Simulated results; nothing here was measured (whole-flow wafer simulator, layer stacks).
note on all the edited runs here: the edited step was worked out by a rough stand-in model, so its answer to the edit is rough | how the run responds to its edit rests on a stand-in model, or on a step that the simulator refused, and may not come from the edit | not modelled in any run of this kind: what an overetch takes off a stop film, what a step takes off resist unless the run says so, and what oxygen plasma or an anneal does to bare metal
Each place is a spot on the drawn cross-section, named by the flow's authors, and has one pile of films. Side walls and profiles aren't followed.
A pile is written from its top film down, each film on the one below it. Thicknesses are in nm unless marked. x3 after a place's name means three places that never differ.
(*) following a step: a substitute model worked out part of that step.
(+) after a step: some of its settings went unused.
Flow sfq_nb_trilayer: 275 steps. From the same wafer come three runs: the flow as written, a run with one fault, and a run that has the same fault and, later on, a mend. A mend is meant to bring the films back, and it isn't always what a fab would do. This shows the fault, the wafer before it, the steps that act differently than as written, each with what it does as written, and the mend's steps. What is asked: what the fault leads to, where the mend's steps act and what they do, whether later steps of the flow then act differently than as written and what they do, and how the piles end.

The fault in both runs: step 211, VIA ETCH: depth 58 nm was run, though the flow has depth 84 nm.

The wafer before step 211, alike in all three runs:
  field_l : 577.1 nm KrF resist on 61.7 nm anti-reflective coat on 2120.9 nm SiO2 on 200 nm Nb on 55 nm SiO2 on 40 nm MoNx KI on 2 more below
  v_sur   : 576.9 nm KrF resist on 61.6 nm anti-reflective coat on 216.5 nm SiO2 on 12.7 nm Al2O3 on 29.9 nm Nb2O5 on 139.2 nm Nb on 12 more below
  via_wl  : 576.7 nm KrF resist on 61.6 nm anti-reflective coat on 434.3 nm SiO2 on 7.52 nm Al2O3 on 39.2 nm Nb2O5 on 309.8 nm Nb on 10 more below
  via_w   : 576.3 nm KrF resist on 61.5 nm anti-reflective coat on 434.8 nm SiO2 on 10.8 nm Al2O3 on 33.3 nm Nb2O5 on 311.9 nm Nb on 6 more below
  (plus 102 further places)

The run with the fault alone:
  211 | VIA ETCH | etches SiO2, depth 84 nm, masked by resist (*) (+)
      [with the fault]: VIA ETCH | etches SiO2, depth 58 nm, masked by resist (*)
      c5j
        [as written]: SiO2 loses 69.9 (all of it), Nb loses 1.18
        [with the fault]: SiO2 loses 58
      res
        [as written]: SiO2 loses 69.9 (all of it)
        [with the fault]: SiO2 loses 58
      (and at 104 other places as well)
  Steps further on in the flow that do not act as written (5 more steps, not shown, differ only slightly: by at most 2% or 0.5 nm, whichever is larger):
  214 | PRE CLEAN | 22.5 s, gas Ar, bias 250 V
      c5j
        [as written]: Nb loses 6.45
        [with the fault]: SiO2 loses 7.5
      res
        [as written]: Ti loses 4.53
        [with the fault]: SiO2 loses 7.5
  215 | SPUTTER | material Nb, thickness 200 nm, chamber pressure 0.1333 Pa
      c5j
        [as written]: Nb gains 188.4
        [with the fault]: Nb gains 192.4 (new film)
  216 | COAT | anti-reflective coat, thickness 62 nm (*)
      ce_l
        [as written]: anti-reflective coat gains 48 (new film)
        [with the fault]: anti-reflective coat gains 51.2 (new film)
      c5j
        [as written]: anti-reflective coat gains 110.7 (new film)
        [with the fault]: anti-reflective coat gains 102.3 (new film)
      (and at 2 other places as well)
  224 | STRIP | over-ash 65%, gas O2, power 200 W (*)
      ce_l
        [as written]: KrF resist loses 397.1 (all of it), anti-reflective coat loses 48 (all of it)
        [with the fault]: KrF resist loses 395.2 (all of it), anti-reflective coat loses 51.2 (all of it)
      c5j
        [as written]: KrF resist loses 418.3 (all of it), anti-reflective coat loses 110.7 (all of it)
        [with the fault]: KrF resist loses 412.3 (all of it), anti-reflective coat loses 102.3 (all of it)
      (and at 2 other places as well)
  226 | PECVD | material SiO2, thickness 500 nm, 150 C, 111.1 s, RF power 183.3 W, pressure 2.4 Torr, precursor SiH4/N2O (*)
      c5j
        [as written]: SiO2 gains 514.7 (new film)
        [with the fault]: SiO2 gains 500 (new film)
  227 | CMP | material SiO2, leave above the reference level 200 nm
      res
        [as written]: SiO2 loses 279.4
        [with the fault]: SiO2 loses 290
  The piles end different from the flow's at c5j, res by more than 2% or 0.5 nm, whichever is larger.
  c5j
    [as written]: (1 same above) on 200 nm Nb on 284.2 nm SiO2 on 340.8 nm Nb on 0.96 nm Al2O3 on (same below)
    [with the fault]: (1 same above) on 200 nm Nb on 268.3 nm SiO2 on 192.4 nm Nb on 4.39 nm SiO2 on 160 nm Nb on 0.96 nm Al2O3 on (same below)
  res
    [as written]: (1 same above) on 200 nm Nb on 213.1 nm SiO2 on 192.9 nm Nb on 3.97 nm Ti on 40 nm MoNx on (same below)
    [with the fault]: (1 same above) on 200 nm Nb on 202.5 nm SiO2 on 194.7 nm Nb on 4.36 nm SiO2 on 8.5 nm Ti on 40 nm MoNx on (same below)

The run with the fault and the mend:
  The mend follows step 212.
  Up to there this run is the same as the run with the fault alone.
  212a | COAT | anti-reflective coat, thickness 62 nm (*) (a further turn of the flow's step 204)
      ln_m5, p4_fl x3, p4_w1 x9 and 52 more
        anti-reflective coat gains 62 (new film)
      field_r, lsp_m, ln_m6 and 7 more
        anti-reflective coat gains 61.9 (new film)
      v_sur, via_wl
        anti-reflective coat gains 61.5 (new film)
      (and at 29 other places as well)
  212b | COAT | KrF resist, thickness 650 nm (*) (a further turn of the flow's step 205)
      l0_sur, l0v, p4_fl x3 and 44 more
        KrF resist gains 650 (new film)
      wl_b_m5, wl_b_sr, wl_c_sl and 12 more
        KrF resist gains 649.9 (new film)
      r5r_line_l, r5r_line_c, r5r_line_r
        KrF resist gains 634.3 (new film)
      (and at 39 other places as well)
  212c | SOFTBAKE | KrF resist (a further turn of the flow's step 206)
      alters no film at any place that is followed
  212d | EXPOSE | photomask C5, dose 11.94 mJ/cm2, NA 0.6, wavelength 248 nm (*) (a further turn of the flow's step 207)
      alters no film at any place that is followed
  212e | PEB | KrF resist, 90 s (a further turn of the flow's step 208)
      field_l, sp_r, moat and 79 more
        KrF resist loses 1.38
      v_sur, via_wl, via_w, via_wr, via_sp, be_sur, jj_sur, res
        KrF resist loses 1.37
      r5r_line_l, r5r_line_c, r5r_line_r
        KrF resist loses 1.34
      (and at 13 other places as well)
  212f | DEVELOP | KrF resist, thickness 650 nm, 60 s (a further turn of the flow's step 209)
      field_l, v_sur, via_wl and 101 more
        KrF resist loses 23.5
      c5j
        KrF resist loses 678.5 (all of it)
      res
        KrF resist loses 647.1 (all of it)
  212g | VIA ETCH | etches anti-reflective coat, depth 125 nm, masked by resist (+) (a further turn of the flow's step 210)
      field_l, v_sur, via_wl and 101 more
        KrF resist loses 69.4
      c5j
        anti-reflective coat loses 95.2 (all of it), SiO2 loses 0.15
      res
        anti-reflective coat loses 84.2 (all of it), SiO2 loses 0.2
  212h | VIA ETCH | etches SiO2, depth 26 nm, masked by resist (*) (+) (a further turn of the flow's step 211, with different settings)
      field_l, v_sur, via_wl and 101 more
        KrF resist loses 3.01
      c5j
        SiO2 loses 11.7 (all of it), Nb loses 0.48
      res
        SiO2 loses 11.7 (all of it)
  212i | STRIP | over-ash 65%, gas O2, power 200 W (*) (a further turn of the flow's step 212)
      p4_fl x3, p4_w1 x9, p4_g1 x2 and 33 more
        KrF resist loses 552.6 (all of it), anti-reflective coat loses 62 (all of it)
      wl_b_sl, wl_b_m5, wl_b_sr and 14 more
        KrF resist loses 552.5 (all of it), anti-reflective coat loses 62 (all of it)
      wl_j_sl, wl_j_sr
        KrF resist loses 552.8 (all of it), anti-reflective coat loses 60.2 (all of it)
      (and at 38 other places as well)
  None of the later steps of the flow differs from how it acts as written, at any place that is followed, by more than 2% or 0.5 nm, whichever is larger.
  The piles end only slightly different from the flow's at the places that both follow, by no more than 2% or 0.5 nm, whichever is larger.
